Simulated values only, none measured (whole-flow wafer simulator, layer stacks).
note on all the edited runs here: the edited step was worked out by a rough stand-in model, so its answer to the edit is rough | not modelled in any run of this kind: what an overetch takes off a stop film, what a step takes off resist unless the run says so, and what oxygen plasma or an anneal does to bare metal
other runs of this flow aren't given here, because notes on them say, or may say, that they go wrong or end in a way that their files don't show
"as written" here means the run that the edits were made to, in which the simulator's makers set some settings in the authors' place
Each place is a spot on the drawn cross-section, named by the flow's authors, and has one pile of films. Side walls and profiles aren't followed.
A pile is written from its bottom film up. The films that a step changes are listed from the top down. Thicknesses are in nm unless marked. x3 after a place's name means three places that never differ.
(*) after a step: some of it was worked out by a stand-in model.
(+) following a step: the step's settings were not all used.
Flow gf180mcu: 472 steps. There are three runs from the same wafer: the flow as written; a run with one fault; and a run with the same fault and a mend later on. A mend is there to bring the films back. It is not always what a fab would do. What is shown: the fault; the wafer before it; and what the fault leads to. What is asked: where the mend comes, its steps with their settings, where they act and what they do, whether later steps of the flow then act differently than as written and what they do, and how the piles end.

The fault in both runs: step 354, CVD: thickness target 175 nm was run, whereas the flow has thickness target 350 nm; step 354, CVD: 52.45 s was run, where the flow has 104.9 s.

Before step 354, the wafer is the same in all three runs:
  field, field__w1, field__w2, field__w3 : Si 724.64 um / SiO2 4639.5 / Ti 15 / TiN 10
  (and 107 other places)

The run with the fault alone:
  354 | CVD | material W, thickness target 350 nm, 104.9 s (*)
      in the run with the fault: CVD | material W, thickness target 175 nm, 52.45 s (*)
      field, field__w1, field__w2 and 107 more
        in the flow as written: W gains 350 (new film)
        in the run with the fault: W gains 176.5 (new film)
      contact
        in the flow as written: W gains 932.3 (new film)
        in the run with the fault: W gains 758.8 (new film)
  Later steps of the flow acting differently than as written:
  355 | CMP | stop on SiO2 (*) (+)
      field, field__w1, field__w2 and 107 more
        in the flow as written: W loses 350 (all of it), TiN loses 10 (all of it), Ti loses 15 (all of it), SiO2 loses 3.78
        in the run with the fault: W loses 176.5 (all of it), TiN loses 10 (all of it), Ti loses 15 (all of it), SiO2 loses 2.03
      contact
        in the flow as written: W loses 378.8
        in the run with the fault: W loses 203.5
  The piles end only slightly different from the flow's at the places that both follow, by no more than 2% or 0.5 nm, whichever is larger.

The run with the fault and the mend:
  The mend stands after step 354.
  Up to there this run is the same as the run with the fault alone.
  354a | CVD | material W, thickness target 175 nm, 52.45 s (the flow's step 354, run once more with other settings)
      field, field__w1, field__w2 and 108 more
        W gains 176.5
  None of the later steps of the flow differs from how it acts as written, at any place that is followed, by more than 2% or 0.5 nm, whichever is larger.
  The piles end only slightly different from the flow's at the places that both follow, by no more than 2% or 0.5 nm, whichever is larger.
